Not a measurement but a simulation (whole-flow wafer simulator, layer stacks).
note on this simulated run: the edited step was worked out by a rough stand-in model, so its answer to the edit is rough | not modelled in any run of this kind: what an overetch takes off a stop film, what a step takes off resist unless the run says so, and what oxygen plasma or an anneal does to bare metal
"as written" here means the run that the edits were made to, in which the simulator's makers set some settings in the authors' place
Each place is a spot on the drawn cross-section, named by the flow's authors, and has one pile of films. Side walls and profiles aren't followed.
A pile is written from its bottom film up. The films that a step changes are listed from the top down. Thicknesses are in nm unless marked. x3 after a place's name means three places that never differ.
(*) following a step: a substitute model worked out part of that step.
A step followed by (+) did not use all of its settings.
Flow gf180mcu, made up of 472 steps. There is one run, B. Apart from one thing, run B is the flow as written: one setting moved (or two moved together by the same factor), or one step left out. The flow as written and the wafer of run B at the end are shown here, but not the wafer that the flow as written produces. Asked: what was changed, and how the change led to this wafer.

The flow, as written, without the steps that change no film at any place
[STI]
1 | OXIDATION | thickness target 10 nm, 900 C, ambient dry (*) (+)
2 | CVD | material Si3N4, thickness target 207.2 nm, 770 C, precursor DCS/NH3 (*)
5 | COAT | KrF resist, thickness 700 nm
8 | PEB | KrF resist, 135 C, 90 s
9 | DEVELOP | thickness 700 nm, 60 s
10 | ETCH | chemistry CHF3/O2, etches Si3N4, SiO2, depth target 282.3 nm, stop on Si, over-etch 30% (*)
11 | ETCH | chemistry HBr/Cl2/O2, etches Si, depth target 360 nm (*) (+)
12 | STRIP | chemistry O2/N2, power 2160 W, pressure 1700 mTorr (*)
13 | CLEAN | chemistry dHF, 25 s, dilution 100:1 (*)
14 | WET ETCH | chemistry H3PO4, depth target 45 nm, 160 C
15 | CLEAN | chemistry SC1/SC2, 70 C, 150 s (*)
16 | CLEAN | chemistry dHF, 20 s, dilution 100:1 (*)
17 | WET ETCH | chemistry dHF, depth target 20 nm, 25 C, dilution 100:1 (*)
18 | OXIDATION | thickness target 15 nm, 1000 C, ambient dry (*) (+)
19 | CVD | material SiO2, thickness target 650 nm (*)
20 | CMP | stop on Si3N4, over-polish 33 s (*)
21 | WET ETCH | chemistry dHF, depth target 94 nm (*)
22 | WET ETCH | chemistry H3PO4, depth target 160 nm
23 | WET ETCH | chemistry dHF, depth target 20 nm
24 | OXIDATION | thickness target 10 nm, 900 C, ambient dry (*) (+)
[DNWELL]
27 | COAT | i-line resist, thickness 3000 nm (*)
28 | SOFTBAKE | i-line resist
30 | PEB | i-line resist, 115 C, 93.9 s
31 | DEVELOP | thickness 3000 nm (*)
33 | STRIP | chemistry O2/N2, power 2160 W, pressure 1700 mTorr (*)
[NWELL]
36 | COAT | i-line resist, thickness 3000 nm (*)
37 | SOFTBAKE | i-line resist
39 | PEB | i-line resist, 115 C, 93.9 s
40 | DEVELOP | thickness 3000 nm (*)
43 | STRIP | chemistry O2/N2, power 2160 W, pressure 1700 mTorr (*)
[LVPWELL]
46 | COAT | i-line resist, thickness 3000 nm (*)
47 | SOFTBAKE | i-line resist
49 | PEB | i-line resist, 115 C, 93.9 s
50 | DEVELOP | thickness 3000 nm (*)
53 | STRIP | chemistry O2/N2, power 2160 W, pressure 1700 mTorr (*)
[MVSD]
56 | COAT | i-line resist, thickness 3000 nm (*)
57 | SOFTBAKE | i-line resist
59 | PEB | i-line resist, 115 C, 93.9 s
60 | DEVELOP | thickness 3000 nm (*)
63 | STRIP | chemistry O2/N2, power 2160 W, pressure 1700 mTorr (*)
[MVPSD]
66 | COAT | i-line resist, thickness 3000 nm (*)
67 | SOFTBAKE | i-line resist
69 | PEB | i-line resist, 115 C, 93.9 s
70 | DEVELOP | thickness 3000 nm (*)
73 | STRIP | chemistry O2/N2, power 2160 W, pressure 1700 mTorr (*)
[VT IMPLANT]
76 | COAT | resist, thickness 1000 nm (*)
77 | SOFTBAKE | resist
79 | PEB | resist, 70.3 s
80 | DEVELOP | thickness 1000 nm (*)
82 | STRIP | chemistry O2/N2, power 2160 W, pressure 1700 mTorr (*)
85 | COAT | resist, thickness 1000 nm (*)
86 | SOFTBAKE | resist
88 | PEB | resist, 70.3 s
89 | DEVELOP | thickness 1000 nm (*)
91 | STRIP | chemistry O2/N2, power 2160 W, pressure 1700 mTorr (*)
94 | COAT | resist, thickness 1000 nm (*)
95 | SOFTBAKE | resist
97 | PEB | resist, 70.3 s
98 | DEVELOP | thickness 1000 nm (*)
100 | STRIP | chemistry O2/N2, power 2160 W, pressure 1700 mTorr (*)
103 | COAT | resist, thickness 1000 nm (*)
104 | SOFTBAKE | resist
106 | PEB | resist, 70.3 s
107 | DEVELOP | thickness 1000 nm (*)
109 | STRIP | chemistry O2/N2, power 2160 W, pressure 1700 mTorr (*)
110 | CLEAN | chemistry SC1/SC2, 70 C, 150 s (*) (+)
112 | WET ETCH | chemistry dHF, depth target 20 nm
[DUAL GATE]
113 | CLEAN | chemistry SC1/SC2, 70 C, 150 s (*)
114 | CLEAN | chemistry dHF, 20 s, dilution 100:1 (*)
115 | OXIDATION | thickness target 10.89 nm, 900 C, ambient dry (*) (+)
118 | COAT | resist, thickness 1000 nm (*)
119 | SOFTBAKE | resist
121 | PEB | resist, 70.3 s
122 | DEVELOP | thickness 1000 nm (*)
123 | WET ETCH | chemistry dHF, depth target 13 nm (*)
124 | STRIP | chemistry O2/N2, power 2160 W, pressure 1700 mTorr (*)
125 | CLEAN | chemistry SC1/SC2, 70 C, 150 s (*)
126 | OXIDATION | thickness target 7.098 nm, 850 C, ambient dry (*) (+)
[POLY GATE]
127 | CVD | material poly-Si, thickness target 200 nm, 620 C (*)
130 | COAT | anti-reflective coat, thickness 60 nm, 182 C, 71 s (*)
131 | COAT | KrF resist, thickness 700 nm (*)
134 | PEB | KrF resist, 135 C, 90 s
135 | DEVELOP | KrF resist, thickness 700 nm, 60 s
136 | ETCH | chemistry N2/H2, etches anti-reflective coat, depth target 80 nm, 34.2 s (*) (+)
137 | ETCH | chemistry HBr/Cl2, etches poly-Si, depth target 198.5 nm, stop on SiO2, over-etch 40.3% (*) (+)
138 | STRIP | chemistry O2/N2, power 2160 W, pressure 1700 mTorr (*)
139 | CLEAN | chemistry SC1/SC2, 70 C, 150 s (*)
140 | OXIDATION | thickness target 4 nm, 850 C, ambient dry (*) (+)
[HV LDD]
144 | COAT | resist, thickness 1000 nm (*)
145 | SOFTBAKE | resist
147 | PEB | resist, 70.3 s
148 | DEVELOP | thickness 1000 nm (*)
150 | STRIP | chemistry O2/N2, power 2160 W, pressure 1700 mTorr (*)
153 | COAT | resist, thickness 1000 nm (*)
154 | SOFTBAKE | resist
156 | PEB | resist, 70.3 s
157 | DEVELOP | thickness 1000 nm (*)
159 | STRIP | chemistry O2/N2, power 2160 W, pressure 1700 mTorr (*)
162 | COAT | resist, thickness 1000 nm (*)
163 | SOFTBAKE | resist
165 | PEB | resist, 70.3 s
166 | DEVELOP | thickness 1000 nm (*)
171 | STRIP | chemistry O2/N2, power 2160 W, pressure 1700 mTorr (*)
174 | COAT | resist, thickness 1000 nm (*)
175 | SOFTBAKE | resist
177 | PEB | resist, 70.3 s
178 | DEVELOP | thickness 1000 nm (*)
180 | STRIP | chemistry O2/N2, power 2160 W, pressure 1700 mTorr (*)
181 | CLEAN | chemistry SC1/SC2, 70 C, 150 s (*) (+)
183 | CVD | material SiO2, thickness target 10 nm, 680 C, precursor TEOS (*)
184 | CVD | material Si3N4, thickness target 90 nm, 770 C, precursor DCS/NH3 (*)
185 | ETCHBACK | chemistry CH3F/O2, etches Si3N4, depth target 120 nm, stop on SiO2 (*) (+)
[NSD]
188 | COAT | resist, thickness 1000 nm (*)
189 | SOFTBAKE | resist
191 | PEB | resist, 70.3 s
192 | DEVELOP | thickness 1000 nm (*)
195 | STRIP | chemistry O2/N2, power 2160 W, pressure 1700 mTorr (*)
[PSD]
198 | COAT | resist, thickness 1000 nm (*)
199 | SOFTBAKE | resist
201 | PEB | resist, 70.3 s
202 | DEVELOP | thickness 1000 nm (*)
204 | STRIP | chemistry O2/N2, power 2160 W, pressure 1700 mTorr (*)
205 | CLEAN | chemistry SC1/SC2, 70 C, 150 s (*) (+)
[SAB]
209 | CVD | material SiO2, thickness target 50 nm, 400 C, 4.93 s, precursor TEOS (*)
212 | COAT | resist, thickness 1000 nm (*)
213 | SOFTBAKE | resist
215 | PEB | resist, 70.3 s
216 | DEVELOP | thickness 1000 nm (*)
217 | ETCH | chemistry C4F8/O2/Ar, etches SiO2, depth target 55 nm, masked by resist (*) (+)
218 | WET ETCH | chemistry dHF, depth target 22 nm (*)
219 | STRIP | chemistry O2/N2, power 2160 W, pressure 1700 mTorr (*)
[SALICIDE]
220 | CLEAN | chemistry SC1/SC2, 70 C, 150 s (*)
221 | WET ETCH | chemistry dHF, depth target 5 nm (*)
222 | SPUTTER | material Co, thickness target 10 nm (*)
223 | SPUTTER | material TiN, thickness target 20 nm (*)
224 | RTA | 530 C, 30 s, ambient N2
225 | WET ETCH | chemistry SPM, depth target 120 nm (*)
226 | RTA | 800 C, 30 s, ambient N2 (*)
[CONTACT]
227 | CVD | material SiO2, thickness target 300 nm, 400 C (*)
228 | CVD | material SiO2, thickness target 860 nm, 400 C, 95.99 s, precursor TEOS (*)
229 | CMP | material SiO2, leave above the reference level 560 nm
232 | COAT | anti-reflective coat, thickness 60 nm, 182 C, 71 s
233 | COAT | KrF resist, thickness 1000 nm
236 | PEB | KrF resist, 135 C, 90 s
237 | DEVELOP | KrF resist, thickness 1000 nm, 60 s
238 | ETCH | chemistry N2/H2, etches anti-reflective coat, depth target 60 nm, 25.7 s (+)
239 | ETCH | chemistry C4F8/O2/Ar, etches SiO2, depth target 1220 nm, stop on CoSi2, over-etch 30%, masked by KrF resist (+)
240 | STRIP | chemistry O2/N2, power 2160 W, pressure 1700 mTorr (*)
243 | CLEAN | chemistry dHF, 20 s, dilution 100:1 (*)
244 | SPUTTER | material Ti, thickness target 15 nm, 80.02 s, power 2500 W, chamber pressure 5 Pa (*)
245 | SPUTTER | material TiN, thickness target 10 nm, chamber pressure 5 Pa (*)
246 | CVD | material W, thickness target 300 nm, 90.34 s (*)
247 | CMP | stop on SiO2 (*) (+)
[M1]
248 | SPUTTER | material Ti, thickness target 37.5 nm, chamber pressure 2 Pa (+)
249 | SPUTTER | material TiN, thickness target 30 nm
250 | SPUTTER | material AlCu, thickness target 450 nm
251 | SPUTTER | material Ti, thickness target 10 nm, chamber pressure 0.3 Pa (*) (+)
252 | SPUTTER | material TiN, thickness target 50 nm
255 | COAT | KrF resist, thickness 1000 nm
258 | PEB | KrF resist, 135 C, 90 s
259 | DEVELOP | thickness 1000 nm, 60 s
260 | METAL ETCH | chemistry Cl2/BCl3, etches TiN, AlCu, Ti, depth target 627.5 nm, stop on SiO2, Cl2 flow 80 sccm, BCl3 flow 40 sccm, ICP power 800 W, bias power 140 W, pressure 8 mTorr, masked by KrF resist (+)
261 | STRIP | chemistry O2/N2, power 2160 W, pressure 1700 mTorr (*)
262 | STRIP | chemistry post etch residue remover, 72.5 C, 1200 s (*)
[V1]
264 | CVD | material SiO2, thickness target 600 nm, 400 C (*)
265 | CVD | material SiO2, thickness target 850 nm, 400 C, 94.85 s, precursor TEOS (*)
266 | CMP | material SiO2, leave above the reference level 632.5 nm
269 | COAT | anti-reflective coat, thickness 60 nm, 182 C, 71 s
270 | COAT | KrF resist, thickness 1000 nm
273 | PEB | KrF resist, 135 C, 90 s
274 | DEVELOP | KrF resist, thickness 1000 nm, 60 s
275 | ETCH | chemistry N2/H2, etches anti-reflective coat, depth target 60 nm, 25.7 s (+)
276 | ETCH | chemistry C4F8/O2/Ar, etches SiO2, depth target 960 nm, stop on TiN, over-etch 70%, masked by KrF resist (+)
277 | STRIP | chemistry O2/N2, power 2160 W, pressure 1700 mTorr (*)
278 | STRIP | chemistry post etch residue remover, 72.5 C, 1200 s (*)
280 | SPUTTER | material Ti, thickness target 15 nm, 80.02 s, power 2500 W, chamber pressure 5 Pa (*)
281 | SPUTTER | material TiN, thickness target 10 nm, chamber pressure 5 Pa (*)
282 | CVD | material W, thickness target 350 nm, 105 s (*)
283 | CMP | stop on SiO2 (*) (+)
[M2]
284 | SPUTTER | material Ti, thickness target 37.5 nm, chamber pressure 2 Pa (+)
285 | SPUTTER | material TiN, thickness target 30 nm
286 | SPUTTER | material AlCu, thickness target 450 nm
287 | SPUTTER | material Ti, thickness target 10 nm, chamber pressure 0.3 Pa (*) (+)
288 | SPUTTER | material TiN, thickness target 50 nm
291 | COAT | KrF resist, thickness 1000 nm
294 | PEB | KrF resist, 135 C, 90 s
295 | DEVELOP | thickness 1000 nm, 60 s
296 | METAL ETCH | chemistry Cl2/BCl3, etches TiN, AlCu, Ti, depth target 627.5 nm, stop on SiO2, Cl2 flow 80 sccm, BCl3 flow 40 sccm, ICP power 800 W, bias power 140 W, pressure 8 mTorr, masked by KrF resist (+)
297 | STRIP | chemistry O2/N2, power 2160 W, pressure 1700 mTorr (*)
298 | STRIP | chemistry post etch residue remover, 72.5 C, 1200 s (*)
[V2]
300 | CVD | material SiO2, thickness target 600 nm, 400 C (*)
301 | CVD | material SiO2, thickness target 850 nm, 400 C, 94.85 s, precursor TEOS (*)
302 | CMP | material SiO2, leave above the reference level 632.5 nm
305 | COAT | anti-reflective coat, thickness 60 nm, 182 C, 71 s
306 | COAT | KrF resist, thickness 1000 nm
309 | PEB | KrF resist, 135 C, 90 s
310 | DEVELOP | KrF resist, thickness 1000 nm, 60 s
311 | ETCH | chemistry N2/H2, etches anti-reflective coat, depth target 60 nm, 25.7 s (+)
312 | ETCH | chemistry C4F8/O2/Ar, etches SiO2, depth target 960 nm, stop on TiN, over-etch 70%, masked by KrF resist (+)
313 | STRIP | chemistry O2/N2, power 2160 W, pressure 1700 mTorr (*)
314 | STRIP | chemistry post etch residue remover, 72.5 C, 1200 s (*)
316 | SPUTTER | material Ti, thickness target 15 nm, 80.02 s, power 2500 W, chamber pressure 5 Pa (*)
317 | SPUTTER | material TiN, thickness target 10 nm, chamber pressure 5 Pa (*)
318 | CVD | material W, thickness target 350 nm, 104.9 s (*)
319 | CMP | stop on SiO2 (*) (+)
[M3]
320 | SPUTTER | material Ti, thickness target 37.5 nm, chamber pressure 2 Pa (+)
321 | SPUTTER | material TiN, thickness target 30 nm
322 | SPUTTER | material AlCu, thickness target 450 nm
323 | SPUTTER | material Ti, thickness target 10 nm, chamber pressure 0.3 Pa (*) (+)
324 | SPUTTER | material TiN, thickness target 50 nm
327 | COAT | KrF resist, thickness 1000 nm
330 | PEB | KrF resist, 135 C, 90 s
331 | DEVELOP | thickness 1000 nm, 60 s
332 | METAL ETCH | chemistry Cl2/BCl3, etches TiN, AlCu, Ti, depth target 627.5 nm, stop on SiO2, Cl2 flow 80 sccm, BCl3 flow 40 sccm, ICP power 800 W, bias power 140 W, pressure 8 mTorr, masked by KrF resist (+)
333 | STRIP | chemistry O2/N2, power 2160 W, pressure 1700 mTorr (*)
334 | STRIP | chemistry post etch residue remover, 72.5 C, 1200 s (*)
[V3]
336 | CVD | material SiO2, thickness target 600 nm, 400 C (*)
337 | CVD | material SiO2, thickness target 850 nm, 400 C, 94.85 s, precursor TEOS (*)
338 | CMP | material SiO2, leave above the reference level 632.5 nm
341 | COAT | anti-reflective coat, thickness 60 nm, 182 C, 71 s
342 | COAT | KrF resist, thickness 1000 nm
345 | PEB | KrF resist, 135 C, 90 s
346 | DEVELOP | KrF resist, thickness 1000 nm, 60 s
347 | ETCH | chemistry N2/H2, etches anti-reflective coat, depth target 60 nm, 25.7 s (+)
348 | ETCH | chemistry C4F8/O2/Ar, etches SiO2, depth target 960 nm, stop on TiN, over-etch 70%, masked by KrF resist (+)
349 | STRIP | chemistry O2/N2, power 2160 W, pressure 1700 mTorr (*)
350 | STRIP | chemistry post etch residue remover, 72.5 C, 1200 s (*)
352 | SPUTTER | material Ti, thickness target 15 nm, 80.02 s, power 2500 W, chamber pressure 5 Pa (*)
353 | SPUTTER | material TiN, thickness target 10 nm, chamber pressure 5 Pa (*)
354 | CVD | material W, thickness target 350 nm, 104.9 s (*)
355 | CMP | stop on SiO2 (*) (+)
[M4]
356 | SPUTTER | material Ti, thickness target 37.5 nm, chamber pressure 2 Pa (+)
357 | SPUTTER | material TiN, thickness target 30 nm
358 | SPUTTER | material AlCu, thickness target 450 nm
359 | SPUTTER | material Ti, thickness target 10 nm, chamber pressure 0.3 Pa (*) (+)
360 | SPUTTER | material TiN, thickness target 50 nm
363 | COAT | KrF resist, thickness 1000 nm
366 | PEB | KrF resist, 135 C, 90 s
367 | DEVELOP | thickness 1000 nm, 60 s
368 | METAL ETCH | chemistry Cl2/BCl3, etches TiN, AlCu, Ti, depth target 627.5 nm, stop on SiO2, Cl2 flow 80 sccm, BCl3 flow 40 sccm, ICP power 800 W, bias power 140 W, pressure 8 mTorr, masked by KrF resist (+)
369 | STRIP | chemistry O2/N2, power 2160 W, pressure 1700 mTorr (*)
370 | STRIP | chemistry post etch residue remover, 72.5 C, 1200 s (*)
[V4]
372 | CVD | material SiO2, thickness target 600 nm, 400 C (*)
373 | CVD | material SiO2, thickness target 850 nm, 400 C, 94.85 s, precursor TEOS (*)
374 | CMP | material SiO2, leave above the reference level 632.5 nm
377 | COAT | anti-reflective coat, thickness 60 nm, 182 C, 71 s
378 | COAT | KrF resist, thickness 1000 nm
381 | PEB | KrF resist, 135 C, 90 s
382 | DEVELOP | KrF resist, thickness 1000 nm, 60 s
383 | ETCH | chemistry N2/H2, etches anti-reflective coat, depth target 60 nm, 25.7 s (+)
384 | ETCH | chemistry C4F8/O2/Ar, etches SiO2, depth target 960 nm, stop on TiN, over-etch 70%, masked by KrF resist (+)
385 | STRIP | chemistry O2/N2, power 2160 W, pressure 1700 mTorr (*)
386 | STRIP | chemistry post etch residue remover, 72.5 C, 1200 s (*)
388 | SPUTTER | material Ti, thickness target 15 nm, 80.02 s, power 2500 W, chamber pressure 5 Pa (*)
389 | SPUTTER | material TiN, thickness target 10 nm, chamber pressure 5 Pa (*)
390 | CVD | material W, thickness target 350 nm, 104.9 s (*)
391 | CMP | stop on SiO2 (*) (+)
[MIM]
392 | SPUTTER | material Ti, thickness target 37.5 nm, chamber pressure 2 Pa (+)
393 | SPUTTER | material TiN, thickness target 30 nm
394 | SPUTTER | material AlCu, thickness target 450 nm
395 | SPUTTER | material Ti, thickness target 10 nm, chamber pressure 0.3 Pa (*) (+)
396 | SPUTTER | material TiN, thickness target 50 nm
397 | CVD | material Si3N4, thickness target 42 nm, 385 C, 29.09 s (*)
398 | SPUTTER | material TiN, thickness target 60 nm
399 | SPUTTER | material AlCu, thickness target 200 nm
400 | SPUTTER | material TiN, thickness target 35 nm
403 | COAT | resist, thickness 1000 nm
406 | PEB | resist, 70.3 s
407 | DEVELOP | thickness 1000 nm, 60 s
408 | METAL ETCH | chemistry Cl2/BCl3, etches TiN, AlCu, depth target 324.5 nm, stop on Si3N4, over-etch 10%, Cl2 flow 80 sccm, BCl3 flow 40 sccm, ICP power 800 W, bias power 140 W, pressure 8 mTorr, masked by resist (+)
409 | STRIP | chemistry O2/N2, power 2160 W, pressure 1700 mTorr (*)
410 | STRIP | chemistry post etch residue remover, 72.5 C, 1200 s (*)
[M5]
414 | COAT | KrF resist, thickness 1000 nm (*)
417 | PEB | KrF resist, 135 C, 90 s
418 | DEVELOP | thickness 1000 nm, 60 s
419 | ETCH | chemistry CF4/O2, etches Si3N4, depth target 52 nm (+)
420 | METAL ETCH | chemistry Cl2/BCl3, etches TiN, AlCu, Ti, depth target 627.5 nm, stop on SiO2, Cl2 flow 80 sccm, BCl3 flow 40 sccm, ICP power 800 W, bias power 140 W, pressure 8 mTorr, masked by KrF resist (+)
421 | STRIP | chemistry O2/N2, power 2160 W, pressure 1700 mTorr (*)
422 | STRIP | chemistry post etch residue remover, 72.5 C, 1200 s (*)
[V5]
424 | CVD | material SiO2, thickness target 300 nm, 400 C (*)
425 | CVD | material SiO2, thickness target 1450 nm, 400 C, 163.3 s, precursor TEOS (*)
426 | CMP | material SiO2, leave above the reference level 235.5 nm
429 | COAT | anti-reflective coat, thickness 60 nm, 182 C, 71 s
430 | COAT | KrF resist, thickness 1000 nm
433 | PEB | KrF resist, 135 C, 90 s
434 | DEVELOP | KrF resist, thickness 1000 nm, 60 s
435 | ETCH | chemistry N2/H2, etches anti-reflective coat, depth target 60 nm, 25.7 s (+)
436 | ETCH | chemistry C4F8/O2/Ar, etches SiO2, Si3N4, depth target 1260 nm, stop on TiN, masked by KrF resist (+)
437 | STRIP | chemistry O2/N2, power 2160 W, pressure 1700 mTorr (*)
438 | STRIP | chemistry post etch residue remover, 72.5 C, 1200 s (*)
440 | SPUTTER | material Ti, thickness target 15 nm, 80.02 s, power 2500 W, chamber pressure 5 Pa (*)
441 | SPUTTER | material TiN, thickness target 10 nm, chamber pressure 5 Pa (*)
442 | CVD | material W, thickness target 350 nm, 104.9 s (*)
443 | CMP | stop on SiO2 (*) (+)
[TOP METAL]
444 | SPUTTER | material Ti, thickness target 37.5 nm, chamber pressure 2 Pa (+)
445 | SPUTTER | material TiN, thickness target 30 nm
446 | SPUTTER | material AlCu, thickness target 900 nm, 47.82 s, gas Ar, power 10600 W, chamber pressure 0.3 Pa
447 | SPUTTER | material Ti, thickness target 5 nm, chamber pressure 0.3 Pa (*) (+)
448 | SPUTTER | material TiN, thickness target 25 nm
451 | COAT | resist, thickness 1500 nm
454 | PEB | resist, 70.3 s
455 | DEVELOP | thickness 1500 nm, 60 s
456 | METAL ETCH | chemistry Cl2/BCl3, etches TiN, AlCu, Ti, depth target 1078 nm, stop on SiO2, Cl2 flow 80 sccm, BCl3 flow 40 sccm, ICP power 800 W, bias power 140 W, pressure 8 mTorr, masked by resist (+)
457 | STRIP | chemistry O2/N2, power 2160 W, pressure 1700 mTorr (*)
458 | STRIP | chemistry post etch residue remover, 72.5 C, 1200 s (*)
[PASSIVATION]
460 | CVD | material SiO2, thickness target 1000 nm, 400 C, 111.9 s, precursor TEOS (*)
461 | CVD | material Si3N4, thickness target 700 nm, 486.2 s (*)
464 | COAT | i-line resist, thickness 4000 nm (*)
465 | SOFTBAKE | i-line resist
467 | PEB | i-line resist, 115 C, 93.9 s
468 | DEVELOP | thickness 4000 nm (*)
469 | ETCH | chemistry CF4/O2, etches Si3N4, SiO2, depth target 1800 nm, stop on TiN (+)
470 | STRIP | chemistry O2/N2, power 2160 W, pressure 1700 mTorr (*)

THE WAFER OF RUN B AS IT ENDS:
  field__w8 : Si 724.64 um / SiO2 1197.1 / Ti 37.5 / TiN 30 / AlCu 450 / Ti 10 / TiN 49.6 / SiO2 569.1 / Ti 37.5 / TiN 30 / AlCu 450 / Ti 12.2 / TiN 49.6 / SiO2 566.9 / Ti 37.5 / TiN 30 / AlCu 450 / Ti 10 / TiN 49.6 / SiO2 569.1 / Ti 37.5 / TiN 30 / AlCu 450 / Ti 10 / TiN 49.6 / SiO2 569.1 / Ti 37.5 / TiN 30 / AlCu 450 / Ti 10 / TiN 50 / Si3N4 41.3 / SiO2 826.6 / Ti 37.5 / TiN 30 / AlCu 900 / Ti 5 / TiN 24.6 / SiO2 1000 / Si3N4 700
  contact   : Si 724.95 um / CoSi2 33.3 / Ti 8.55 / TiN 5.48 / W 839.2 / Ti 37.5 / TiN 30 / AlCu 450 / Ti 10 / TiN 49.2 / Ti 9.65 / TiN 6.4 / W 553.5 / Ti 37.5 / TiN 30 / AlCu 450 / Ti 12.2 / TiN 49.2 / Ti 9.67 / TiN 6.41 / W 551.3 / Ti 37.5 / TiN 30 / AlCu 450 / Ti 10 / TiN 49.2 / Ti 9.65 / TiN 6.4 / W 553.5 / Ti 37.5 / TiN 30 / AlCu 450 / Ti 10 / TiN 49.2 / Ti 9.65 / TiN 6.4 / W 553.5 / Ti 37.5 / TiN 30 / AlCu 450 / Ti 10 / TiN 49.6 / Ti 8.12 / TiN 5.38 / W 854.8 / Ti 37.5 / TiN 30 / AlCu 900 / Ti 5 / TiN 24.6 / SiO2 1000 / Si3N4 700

Cause: step 287, SPUTTER: thickness target 12.2 nm was run, whereas the flow has thickness target 10 nm.
One can read it off the wafer: field__w8 has Ti 12.2, and step 287 as written asks for 10 nm.

How this came from the change, step by step:
  287 | SPUTTER | material Ti, thickness target 10 nm, chamber pressure 0.3 Pa (*) (+)
      field, field__w1, field__w2 and 108 more: Ti gains 12.2 (new film) (as written it would have been: Ti gains 10 (new film))
  296 | METAL ETCH | chemistry Cl2/BCl3, etches TiN, AlCu, Ti, depth target 627.5 nm, stop on SiO2, Cl2 flow 80 sccm, BCl3 flow 40 sccm, ICP power 800 W, bias power 140 W, pressure 8 mTorr, masked by KrF resist (+)
      field, field__w1, field__w2 and 103 more: TiN loses 50 (all of it), Ti loses 12.2 (all of it), AlCu loses 450 (all of it), TiN loses 30 (all of it), Ti loses 37.5 (all of it) (as written it would have been: TiN loses 50 (all of it), Ti loses 10 (all of it), AlCu loses 450 (all of it), TiN loses 30 (all of it), Ti loses 37.5 (all of it))
